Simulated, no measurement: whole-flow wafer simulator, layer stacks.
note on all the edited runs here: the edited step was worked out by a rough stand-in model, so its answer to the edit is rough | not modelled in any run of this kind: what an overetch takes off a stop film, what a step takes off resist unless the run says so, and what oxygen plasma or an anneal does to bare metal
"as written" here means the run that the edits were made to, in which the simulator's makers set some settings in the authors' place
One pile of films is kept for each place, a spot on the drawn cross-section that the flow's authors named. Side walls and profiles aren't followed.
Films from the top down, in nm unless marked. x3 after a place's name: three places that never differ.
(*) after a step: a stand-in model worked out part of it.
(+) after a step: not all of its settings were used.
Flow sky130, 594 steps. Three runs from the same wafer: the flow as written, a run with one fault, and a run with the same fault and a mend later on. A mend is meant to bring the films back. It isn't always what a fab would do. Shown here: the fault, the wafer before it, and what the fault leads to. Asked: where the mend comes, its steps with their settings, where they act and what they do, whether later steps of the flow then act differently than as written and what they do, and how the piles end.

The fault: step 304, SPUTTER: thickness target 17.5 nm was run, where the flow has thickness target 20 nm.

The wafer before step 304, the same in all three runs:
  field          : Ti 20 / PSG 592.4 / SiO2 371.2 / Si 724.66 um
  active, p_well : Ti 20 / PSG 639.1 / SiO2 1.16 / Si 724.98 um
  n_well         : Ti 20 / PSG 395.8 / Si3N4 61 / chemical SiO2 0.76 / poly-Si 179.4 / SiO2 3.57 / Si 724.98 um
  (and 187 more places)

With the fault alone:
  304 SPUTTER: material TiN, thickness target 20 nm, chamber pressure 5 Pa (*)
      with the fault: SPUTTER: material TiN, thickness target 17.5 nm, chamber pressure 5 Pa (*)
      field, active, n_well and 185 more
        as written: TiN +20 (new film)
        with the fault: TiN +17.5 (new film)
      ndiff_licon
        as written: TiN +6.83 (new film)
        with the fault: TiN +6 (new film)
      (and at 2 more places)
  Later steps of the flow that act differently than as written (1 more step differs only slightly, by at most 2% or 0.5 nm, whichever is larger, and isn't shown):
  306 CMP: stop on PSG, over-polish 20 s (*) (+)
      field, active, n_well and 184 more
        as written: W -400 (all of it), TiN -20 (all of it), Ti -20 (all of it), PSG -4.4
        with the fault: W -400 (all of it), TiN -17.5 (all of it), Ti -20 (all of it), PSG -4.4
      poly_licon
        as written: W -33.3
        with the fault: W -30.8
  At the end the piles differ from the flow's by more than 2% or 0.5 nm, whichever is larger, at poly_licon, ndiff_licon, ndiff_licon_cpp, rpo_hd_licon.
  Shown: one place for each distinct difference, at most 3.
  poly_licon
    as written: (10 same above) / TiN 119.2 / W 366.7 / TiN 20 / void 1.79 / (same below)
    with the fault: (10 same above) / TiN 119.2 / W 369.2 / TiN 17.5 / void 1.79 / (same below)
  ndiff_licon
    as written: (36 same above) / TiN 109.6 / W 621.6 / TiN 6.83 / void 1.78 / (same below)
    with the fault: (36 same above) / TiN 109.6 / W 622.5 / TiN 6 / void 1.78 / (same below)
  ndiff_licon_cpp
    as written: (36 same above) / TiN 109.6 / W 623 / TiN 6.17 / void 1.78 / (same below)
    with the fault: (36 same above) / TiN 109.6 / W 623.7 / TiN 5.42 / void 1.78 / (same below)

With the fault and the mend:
  The mend comes after step 304.
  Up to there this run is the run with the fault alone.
  304a SPUTTER: material TiN, thickness target 2.5 nm, chamber pressure 5 Pa (*) (the flow's step 304 once more, with other settings)
      field, active, n_well and 185 more
        TiN +2.5
      ndiff_licon
        TiN +0.83
      ndiff_licon_cpp
        TiN +0.75
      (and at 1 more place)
  No later step of the flow acts differently than as written, at any place that is followed, by more than 2% or 0.5 nm, whichever is larger.
  At the end the piles differ from the flow's only slightly at the places that both follow, by at most 2% or 0.5 nm, whichever is larger.
